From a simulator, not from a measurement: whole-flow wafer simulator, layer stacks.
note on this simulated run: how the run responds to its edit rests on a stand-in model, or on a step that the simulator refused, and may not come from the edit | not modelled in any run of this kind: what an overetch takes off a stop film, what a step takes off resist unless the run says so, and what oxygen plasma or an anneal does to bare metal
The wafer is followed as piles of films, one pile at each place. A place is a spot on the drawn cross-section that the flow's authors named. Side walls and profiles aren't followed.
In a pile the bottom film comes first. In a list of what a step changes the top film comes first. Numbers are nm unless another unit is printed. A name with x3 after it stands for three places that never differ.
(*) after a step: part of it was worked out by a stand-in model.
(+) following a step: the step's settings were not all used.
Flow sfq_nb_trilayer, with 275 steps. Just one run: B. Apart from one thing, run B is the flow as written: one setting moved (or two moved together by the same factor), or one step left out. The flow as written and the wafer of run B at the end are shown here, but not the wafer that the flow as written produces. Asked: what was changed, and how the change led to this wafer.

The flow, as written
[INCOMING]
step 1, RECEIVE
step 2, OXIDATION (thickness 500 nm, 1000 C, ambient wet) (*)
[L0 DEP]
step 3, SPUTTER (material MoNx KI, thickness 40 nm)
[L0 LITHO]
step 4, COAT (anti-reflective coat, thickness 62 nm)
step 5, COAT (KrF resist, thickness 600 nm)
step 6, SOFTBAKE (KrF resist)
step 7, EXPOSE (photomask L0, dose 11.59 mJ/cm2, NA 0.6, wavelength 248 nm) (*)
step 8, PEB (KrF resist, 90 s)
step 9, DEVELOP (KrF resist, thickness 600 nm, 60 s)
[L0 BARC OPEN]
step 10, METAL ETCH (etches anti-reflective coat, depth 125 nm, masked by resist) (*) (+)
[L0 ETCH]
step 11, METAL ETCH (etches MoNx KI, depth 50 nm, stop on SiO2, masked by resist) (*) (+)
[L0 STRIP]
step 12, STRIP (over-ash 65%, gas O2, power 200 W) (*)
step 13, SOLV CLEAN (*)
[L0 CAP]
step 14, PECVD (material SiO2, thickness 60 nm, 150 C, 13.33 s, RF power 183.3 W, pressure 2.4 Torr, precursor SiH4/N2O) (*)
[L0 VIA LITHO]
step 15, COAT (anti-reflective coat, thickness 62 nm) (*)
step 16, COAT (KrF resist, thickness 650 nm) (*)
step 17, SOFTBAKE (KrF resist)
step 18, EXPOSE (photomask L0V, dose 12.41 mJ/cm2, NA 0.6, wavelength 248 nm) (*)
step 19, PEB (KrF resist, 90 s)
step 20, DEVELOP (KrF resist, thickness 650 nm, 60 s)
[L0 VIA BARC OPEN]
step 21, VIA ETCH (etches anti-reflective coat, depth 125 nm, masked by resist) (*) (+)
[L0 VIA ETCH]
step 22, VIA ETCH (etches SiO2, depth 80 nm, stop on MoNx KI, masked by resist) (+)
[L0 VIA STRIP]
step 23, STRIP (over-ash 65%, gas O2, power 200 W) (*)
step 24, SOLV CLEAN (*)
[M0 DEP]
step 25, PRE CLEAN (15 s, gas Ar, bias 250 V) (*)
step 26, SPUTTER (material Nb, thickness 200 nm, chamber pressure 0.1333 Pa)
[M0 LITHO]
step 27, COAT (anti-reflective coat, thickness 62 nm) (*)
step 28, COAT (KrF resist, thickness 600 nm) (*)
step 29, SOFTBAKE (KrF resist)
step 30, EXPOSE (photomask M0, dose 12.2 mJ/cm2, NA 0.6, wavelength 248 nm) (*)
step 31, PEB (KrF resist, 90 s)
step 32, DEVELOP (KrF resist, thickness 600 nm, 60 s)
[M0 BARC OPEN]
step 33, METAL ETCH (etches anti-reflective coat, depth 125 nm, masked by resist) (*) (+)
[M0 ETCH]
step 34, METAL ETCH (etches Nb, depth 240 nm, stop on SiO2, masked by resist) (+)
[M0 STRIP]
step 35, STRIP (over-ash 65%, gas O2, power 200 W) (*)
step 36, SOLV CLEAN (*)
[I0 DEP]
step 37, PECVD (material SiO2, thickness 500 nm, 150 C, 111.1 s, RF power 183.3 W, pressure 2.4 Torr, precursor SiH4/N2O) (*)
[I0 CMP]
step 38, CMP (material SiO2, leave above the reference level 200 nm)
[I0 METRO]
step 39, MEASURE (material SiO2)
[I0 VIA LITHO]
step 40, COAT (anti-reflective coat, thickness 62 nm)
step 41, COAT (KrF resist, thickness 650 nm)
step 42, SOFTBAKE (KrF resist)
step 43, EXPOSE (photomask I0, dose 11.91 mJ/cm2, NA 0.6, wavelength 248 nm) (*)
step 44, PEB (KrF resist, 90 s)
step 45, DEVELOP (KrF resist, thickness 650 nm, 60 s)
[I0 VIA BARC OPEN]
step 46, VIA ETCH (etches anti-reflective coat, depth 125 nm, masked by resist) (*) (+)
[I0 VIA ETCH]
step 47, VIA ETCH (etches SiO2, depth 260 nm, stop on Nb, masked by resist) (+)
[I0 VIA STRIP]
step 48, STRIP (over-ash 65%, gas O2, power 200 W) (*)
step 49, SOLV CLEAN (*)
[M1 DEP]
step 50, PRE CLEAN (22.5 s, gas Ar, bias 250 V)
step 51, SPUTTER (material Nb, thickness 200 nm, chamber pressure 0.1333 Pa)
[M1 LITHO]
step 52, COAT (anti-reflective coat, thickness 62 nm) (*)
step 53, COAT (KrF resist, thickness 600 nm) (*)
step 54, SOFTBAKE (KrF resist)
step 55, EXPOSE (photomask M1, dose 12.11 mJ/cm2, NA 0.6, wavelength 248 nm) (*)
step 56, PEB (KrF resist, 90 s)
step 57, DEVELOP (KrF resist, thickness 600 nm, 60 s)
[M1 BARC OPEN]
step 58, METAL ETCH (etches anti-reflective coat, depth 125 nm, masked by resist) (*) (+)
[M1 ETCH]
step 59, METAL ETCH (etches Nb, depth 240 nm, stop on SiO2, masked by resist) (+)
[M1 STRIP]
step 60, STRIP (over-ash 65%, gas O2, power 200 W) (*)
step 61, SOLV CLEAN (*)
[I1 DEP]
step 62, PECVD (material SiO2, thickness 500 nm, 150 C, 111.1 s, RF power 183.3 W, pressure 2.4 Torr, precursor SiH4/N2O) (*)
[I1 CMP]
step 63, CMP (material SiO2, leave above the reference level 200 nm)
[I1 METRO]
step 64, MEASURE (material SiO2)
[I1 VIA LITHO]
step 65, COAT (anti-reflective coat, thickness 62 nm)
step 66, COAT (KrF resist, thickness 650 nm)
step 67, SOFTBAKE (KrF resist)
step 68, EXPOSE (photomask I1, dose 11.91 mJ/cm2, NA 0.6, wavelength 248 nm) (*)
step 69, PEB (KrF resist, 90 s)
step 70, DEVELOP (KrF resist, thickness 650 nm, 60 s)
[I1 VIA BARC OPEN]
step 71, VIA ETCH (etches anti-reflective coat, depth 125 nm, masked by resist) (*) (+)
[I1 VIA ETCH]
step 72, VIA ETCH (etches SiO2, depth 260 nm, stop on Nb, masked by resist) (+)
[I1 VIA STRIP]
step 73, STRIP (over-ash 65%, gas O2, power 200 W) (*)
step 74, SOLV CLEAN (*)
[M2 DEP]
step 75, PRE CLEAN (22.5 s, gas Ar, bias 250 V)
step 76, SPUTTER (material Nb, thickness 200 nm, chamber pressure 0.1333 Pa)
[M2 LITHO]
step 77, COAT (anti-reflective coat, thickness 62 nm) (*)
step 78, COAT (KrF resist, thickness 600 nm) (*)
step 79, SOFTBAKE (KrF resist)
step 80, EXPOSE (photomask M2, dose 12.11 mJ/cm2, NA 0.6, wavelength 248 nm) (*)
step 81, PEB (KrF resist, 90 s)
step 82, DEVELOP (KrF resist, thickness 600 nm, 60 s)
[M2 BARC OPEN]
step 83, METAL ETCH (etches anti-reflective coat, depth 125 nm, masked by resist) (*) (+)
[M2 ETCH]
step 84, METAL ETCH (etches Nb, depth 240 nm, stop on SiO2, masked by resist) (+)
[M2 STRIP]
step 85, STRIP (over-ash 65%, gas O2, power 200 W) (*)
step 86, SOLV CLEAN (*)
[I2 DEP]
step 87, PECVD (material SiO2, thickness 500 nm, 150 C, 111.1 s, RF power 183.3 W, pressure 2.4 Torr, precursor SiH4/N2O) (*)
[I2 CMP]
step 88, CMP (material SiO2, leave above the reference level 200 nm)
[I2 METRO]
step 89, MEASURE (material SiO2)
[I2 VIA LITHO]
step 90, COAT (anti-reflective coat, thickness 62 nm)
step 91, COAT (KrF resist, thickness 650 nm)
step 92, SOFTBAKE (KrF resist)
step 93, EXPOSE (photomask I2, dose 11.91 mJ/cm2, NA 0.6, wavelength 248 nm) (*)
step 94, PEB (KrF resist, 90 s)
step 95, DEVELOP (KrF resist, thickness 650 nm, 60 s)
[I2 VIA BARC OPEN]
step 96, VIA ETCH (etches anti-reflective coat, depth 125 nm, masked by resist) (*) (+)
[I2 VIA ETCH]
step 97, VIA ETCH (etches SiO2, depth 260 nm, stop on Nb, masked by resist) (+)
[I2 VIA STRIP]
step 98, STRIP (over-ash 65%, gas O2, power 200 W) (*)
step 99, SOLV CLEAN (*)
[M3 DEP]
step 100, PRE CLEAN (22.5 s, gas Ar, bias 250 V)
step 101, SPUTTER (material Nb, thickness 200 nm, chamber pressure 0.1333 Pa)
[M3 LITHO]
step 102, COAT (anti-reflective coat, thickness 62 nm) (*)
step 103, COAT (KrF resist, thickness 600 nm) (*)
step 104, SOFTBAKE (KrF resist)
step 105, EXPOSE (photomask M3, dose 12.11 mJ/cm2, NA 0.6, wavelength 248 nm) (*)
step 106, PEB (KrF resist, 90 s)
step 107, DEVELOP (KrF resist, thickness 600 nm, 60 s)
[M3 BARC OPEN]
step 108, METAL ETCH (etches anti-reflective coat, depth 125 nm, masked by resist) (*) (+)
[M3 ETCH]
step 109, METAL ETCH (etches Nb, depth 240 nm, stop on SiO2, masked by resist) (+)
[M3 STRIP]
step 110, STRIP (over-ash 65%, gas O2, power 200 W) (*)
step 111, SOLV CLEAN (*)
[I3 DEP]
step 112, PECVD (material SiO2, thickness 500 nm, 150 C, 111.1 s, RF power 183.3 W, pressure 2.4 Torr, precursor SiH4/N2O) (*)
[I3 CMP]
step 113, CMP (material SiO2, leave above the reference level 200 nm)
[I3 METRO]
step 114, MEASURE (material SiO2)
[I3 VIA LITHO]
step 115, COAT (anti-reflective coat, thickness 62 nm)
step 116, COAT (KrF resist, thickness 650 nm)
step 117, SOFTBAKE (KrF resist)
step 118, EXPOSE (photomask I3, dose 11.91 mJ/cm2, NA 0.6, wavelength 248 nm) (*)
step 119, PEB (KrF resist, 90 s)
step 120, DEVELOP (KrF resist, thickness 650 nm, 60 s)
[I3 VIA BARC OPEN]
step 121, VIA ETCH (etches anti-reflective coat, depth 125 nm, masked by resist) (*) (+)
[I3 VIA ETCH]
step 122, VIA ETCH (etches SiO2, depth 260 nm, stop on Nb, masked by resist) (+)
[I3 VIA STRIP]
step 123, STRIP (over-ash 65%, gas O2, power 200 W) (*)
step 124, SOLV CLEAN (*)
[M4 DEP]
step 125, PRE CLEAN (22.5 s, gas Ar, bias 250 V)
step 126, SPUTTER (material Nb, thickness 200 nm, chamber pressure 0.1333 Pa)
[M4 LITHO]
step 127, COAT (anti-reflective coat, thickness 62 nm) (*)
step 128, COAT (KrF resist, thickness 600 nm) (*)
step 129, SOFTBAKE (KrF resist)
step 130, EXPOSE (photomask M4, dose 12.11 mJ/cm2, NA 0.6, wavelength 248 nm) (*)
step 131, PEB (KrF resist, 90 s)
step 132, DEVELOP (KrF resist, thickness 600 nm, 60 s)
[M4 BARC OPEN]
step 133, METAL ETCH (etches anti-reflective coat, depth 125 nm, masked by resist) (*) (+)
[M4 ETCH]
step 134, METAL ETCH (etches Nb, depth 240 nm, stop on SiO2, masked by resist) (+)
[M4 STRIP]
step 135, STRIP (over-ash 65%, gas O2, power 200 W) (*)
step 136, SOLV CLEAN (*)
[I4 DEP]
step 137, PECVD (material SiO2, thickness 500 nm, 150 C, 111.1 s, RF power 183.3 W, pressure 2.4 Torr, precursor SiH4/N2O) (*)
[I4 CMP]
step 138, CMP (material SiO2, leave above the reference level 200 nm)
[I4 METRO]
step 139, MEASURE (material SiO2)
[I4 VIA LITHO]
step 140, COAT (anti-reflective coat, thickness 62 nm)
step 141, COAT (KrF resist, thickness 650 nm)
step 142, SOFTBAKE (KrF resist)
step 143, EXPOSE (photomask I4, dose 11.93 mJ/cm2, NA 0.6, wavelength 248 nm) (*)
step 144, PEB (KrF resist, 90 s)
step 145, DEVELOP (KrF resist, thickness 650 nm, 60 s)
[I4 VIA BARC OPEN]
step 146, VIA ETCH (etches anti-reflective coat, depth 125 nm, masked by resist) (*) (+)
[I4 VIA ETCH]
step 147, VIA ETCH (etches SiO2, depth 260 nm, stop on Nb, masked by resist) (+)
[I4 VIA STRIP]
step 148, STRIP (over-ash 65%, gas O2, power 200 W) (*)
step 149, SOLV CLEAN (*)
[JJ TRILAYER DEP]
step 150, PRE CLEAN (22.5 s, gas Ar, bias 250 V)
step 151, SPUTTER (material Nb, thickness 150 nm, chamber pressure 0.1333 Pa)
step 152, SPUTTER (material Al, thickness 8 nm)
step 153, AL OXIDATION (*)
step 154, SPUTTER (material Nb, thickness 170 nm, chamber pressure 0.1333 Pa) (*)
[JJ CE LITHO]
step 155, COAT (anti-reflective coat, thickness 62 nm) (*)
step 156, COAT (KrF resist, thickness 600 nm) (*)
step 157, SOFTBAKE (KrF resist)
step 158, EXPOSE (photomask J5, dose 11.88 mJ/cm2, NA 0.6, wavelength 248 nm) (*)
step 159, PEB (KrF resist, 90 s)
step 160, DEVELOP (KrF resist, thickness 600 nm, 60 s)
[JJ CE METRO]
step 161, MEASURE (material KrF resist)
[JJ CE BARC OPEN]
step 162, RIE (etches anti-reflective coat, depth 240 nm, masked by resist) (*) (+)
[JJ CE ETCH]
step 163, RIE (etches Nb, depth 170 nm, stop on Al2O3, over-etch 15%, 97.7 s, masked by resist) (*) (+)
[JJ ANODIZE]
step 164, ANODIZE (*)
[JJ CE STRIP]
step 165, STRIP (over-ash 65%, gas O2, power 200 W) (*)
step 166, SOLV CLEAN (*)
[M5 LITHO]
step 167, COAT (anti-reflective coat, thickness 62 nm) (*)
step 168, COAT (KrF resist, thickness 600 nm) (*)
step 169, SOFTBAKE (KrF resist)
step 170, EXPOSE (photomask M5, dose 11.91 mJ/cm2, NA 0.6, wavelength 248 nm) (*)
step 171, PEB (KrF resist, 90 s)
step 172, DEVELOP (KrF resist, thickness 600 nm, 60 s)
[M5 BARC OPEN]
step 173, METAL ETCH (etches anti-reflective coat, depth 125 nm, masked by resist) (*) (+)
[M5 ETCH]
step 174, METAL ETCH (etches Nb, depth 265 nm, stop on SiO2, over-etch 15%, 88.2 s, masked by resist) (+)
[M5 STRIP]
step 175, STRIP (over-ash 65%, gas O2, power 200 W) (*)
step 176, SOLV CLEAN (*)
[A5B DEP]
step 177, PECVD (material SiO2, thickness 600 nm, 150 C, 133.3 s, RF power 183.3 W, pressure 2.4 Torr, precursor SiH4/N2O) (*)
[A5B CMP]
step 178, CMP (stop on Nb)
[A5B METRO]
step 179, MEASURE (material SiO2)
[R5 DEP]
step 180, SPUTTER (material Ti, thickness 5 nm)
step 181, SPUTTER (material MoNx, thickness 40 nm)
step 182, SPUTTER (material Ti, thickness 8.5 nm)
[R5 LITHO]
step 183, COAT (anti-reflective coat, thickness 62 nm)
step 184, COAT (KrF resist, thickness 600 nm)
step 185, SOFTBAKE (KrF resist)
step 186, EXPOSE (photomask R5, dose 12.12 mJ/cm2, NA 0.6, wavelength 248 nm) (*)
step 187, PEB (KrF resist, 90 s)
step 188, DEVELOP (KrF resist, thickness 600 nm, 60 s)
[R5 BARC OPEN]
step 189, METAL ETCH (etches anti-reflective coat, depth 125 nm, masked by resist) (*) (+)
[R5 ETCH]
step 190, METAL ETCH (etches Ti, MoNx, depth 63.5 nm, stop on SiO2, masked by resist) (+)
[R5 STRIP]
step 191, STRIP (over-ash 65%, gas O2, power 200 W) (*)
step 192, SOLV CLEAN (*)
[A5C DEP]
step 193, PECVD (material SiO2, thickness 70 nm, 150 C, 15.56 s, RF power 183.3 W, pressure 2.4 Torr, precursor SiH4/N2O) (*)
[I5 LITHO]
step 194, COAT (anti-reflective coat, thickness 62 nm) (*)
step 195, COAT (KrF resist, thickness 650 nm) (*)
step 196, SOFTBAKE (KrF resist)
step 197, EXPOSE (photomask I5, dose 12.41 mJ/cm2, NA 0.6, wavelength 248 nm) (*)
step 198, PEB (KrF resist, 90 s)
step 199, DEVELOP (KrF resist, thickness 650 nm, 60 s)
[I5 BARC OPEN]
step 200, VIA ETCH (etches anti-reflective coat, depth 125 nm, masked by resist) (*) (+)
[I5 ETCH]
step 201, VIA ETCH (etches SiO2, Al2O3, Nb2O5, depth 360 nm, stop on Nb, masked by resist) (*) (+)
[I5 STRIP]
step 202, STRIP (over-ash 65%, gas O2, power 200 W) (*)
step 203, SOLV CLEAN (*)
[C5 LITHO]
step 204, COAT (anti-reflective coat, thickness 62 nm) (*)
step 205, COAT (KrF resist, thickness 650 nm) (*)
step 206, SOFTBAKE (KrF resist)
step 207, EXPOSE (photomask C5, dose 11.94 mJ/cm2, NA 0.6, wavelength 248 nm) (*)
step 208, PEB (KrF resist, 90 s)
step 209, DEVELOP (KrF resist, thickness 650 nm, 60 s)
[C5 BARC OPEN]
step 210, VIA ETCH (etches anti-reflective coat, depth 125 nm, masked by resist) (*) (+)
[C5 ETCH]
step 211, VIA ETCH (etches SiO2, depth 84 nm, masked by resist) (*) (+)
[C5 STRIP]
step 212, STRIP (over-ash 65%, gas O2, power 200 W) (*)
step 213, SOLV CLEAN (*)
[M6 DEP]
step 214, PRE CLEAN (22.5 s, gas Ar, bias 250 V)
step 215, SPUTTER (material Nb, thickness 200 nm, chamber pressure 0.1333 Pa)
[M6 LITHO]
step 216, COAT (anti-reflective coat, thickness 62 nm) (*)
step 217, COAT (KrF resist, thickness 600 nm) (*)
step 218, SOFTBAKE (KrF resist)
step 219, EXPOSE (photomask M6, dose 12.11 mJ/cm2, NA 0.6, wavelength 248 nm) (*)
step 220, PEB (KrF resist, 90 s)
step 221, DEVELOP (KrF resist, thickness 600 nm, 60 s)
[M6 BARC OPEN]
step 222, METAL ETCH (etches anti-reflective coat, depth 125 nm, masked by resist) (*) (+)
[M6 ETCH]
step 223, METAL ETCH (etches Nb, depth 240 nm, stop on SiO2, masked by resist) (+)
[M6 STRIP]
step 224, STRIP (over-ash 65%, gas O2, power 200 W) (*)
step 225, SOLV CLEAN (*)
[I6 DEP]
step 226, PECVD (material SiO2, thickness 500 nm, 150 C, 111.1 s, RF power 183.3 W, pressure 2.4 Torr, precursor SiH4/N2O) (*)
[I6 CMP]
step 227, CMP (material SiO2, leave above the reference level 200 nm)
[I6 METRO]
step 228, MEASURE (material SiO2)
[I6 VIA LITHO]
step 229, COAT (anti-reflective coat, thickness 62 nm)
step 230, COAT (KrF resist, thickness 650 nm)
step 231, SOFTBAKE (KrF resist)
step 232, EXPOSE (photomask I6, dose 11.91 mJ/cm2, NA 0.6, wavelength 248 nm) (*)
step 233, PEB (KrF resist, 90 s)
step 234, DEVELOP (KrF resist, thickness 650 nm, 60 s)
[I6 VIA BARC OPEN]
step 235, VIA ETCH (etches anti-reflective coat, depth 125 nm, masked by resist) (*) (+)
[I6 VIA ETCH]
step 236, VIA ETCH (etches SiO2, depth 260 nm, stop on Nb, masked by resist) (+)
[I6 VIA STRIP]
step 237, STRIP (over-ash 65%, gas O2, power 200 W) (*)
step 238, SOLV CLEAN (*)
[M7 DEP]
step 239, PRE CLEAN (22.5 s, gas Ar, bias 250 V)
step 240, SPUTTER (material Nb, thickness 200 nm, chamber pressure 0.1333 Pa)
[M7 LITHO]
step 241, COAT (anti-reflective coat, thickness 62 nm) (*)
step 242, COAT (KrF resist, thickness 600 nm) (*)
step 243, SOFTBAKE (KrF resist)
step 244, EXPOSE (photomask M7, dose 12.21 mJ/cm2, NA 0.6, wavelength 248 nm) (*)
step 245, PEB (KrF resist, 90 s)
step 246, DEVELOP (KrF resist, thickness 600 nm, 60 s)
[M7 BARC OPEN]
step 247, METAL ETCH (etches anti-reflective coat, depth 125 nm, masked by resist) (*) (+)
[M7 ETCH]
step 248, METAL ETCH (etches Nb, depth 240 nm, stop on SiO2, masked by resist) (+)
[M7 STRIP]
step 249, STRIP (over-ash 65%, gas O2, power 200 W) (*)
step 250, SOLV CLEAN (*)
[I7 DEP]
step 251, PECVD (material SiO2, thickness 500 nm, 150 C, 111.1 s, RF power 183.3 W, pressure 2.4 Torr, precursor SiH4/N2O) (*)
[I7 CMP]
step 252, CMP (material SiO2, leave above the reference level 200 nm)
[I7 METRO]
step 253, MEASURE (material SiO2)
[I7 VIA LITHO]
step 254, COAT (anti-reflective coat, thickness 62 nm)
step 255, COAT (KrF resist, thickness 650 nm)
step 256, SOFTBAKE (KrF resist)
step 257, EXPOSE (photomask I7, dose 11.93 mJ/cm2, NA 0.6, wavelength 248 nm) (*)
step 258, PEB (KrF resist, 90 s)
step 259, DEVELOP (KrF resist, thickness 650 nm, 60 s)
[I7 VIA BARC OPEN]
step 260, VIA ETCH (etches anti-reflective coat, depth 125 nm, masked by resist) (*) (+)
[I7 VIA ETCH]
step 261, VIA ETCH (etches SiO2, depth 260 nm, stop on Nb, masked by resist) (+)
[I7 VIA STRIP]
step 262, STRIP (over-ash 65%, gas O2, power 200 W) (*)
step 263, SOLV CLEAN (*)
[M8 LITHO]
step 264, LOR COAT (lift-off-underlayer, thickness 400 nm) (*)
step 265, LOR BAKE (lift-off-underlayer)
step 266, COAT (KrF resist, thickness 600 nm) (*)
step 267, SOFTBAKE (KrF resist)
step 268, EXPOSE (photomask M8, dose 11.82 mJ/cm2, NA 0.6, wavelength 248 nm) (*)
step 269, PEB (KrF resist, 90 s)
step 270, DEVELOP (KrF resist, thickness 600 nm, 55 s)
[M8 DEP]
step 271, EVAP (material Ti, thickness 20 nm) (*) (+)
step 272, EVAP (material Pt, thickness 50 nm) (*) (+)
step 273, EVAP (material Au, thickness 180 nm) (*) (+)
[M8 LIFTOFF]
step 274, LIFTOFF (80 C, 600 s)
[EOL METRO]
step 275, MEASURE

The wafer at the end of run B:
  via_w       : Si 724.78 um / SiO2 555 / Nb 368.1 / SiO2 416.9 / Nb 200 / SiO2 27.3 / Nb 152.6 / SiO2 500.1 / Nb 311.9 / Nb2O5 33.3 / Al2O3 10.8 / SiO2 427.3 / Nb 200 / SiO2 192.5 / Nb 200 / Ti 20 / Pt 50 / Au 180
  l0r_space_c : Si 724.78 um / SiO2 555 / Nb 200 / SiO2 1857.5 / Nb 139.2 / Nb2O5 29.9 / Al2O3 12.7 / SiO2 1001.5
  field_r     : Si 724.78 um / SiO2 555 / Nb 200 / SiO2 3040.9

What caused this: step 88, CMP: leave above the reference level 295 nm was run, while the flow as written has leave above the reference level 200 nm.

How this came from the change, step by step:
  step 88, CMP (material SiO2, leave above the reference level 200 nm)
      field_l, be, be_sur and 81 more: SiO2 loses 5 (as written it would have been: SiO2 loses 100)
      v_sur, via_wl, via_w and 18 more: SiO2 loses 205 (as written it would have been: SiO2 loses 300)
      (also at 1 further place)
  step 97, VIA ETCH (etches SiO2, depth 260 nm, stop on Nb, masked by resist) (+)
      via_w: SiO2 loses 260 (as written it would have been: SiO2 loses 199.8 (all of it))
  step 100, PRE CLEAN (22.5 s, gas Ar, bias 250 V)
      via_w: SiO2 loses 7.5 (as written it would have been: Nb loses 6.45)
  step 101, SPUTTER (material Nb, thickness 200 nm, chamber pressure 0.1333 Pa)
      via_w: Nb gains 152.6 (new film) (as written it would have been: Nb gains 165.5)
  step 102, COAT (anti-reflective coat, thickness 62 nm) (*)
      via_wl, via_wr: anti-reflective coat gains 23 (new film) (as written it would have been: anti-reflective coat gains 34.2 (new film))
      v_sur: anti-reflective coat gains 55.7 (new film) (as written it would have been: anti-reflective coat gains 61.1 (new film))
      (also at 2 further places)
  step 103, COAT (KrF resist, thickness 600 nm) (*)
      via_w: KrF resist gains 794 (new film) (as written it would have been: KrF resist gains 737.9 (new film))
  step 110, STRIP (over-ash 65%, gas O2, power 200 W) (*)
      v_sur: KrF resist loses 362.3 (all of it), anti-reflective coat loses 55.7 (all of it) (as written it would have been: KrF resist loses 365.3 (all of it), anti-reflective coat loses 61.1 (all of it))
      via_wl: KrF resist loses 383.9 (all of it), anti-reflective coat loses 23 (all of it) (as written it would have been: KrF resist loses 384.2 (all of it), anti-reflective coat loses 34.2 (all of it))
      (also at 3 further places)
  step 112, PECVD (material SiO2, thickness 500 nm, 150 C, 111.1 s, RF power 183.3 W, pressure 2.4 Torr, precursor SiH4/N2O) (*)
      via_w: SiO2 gains 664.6 (new film) (as written it would have been: SiO2 gains 615 (new film))
  step 113, CMP (material SiO2, leave above the reference level 200 nm)
      via_w: SiO2 loses 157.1 (as written it would have been: SiO2 loses 181.6)
With metal films that touch counted as one body, via_w has 6 bodies (between them, from the top down: SiO2 192.5; SiO2 427.3 / Al2O3 10.8 / Nb2O5 33.3; SiO2 500.1; SiO2 27.3; SiO2 416.9); the flow as written gives 5 bodies (between them, from the top down: SiO2 192.5; SiO2 427.3 / Al2O3 10.8 / Nb2O5 33.3; SiO2 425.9; SiO2 416.9).
